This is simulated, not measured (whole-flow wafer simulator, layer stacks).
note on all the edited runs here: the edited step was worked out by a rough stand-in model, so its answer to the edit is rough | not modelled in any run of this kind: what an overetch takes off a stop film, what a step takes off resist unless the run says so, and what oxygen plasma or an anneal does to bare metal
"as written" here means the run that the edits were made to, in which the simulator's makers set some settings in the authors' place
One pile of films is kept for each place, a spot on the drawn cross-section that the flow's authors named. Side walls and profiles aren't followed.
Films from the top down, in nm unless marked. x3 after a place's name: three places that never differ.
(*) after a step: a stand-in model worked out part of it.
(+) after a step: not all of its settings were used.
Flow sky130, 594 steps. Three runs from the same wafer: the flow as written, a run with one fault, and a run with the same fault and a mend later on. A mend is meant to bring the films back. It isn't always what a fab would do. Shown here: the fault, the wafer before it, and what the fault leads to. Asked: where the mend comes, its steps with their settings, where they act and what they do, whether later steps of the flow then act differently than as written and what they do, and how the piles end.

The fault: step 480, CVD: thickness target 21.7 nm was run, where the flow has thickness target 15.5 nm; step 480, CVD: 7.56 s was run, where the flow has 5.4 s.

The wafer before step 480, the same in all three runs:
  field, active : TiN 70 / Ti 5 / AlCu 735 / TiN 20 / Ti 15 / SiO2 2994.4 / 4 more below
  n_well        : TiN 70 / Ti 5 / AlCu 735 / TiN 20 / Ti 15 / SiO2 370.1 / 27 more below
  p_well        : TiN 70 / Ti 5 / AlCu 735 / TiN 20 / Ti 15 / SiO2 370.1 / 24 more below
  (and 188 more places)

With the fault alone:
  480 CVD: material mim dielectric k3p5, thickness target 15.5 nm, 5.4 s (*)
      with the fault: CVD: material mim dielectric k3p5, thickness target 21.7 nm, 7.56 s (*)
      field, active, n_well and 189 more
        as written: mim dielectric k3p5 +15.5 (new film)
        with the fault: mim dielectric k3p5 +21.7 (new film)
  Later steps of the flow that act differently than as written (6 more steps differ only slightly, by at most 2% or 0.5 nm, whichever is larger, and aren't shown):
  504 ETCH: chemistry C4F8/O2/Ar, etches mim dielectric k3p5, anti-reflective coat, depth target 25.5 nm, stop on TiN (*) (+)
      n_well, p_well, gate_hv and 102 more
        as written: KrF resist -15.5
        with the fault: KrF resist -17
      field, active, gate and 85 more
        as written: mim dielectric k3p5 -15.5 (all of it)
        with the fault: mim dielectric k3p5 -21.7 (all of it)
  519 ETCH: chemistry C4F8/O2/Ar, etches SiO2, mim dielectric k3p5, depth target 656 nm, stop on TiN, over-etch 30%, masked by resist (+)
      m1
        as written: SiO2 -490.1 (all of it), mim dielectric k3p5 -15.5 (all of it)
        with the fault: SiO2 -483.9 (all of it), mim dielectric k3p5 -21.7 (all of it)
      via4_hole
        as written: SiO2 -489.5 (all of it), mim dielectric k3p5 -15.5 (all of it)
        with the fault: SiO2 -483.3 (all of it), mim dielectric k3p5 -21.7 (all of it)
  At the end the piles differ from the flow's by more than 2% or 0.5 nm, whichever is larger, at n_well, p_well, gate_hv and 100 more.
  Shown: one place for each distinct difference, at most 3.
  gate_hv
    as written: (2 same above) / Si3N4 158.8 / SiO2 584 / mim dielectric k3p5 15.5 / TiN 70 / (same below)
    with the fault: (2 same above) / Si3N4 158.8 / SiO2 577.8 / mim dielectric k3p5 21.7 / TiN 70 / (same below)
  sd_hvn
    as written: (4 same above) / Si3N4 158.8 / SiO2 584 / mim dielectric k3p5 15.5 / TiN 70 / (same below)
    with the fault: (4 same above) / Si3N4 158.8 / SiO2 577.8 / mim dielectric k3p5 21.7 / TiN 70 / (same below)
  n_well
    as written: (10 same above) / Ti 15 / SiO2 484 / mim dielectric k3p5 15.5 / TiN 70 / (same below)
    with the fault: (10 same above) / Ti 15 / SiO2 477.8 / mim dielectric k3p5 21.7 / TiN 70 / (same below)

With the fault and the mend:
  The mend comes after step 480.
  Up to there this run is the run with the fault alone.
  480a ETCH: chemistry C4F8/O2/Ar, etches mim dielectric k3p5, anti-reflective coat, depth target 6.2 nm (*) (the flow's step 450 once more, with other settings)
      field, active, n_well and 189 more
        mim dielectric k3p5 -6.2
  No later step of the flow acts differently than as written at any place that is followed.
  At the end the piles are the same as the flow's at every place that both follow.
